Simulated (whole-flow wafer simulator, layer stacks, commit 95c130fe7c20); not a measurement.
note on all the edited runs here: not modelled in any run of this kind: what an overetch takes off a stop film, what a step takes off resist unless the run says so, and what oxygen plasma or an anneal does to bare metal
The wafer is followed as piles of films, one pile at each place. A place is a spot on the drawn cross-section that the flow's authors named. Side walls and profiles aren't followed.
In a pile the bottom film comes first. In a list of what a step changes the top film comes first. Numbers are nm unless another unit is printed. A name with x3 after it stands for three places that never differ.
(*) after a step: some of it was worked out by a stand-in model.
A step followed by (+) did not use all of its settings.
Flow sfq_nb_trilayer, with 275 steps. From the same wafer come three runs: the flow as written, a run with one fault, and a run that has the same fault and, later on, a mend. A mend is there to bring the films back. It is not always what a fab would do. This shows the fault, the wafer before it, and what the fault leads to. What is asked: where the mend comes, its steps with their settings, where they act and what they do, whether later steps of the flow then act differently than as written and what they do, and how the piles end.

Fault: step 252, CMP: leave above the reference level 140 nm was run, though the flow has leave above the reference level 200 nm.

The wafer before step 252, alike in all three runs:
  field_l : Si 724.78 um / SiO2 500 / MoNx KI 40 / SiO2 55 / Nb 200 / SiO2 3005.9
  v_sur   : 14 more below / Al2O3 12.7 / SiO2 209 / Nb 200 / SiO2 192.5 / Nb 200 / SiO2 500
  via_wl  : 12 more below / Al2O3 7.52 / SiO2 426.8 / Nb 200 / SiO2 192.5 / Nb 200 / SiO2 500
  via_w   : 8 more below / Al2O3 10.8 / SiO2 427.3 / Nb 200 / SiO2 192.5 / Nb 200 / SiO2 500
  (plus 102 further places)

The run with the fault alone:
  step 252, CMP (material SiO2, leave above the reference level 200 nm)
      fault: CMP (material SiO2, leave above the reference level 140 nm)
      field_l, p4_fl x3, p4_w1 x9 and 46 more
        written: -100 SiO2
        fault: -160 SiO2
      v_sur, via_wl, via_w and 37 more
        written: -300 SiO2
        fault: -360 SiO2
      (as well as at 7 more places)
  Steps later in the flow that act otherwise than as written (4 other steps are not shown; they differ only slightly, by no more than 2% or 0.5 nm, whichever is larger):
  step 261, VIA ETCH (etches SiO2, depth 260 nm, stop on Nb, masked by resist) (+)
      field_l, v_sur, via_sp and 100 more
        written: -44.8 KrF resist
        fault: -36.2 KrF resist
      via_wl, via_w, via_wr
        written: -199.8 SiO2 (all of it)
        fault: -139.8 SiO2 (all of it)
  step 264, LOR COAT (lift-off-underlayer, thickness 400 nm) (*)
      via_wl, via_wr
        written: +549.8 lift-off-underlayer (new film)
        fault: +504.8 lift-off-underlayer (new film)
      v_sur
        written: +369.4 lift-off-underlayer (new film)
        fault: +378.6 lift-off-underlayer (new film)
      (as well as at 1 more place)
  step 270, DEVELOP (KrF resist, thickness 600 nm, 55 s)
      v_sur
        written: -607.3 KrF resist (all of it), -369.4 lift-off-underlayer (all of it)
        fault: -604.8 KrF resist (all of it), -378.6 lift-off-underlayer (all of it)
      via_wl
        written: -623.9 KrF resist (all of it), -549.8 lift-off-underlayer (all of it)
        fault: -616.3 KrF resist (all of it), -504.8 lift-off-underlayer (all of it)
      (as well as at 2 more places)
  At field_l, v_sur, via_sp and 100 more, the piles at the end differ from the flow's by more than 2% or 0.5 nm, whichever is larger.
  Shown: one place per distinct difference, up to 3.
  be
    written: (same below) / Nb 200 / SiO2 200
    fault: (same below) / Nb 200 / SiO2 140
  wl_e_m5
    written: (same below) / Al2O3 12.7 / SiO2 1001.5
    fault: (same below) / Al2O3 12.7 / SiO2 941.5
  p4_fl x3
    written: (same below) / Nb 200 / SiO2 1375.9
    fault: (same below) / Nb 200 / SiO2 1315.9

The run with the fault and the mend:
  The mend stands after step 259.
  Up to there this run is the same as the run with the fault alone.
  step 259a, STRIP (over-ash 65%, gas O2, power 200 W) (*)
      field_l, v_sur, via_sp and 100 more
        -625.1 KrF resist (all of it), -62 anti-reflective coat (all of it)
      via_wl, via_w, via_wr
        -62 anti-reflective coat (all of it)
  step 259b, PECVD (material SiO2, thickness 60 nm, 150 C, 13.33 s, RF power 183.3 W, pressure 2.4 Torr, precursor SiH4/N2O) (a further turn of the flow's step 251, with different settings)
      field_l, v_sur, via_wl and 103 more
        +60 SiO2
  step 259c, COAT (anti-reflective coat, thickness 62 nm) (a further turn of the flow's step 254)
      field_l, v_sur, via_wl and 103 more
        +62 anti-reflective coat (new film)
  step 259d, COAT (KrF resist, thickness 650 nm) (a further turn of the flow's step 255)
      field_l, v_sur, via_wl and 103 more
        +650 KrF resist (new film)
  step 259e, SOFTBAKE (KrF resist) (a further turn of the flow's step 256)
      leaves every film unchanged at each place that is followed
  step 259f, EXPOSE (photomask I7, dose 11.93 mJ/cm2, NA 0.6, wavelength 248 nm) (*) (a further turn of the flow's step 257)
      leaves every film unchanged at each place that is followed
  step 259g, PEB (KrF resist, 90 s) (a further turn of the flow's step 258)
      field_l, v_sur, via_wl and 103 more
        -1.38 KrF resist
  step 259h, DEVELOP (KrF resist, thickness 650 nm, 60 s) (a further turn of the flow's step 259)
      field_l, v_sur, via_sp and 100 more
        -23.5 KrF resist
      via_wl, via_w, via_wr
        -648.6 KrF resist (all of it)
  Later steps of the flow that are run all act as written at every place that is followed.
  The piles end the same as the flow's at every place that both follow.
